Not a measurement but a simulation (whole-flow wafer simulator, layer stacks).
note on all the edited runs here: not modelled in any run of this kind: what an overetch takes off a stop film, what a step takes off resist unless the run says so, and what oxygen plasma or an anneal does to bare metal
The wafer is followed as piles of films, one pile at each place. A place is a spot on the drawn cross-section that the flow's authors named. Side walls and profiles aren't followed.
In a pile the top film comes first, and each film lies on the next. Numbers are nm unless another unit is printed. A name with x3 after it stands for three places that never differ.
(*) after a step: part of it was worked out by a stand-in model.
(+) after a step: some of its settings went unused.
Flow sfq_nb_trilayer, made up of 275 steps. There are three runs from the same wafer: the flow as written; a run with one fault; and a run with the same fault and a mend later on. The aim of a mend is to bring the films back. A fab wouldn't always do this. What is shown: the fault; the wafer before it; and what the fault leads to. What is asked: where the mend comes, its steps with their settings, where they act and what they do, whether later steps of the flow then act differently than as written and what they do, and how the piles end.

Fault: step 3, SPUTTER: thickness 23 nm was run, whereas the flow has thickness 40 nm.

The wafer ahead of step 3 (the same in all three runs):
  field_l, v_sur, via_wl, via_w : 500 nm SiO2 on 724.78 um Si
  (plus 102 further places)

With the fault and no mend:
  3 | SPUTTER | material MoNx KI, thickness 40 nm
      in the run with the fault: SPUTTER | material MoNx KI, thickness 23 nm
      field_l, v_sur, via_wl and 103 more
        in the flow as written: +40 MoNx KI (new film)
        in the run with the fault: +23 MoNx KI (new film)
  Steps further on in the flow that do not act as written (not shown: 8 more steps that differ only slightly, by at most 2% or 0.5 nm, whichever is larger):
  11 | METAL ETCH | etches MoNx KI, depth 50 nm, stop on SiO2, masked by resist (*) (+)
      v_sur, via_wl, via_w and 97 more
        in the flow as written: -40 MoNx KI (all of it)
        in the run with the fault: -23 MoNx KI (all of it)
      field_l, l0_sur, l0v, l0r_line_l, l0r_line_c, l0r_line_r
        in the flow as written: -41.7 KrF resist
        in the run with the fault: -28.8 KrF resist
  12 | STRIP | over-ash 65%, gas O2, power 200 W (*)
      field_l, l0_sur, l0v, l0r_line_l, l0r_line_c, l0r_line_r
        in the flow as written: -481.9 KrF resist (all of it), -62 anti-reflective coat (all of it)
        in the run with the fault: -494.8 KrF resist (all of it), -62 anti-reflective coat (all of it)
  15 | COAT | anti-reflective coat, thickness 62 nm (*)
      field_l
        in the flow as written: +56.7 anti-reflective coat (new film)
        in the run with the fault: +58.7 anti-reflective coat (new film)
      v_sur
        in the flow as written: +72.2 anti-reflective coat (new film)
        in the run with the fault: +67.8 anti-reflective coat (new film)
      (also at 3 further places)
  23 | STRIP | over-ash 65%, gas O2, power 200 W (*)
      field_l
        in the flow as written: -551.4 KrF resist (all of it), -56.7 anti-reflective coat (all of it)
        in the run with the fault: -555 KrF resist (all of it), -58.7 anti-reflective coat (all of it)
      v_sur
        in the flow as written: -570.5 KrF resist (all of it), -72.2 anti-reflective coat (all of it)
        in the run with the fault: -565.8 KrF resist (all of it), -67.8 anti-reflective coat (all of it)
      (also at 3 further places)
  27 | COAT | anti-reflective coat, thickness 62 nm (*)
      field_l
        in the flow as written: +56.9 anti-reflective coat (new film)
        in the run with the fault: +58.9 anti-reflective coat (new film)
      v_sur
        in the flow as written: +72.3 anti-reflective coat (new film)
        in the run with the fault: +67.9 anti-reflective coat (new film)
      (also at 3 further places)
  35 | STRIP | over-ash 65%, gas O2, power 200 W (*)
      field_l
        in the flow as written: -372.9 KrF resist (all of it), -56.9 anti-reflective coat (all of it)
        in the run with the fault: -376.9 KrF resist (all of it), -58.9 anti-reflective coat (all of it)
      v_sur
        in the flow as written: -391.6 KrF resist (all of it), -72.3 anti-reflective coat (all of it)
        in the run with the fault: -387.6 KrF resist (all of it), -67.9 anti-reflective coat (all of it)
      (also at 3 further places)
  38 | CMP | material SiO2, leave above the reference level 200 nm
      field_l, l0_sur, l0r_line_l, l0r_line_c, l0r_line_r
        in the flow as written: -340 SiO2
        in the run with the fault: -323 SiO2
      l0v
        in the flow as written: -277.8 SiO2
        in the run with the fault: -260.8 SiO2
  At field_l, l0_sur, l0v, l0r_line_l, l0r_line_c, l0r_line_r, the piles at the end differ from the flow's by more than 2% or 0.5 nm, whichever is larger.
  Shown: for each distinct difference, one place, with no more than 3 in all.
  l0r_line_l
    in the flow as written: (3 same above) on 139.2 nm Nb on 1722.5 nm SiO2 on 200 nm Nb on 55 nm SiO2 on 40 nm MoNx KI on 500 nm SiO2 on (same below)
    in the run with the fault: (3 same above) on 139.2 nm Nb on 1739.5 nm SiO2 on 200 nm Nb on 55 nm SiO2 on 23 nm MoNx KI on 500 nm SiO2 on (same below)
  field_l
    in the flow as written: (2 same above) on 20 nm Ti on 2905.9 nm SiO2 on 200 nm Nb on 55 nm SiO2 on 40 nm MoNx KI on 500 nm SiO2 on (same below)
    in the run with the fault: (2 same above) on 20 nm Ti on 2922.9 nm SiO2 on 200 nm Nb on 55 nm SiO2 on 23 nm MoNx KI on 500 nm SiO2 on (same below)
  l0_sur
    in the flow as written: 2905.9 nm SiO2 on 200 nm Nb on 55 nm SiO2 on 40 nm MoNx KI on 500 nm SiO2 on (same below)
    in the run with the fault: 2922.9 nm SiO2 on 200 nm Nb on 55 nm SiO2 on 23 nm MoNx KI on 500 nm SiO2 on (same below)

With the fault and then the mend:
  The mend stands after step 3.
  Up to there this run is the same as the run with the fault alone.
  3a | SPUTTER | material MoNx KI, thickness 17 nm (a further turn of the flow's step 3, with different settings)
      field_l, v_sur, via_wl and 103 more
        +17 MoNx KI
  Later steps of the flow that are run all act as written at every place that is followed.
  At every place that both follow, the piles at the end match the flow's.
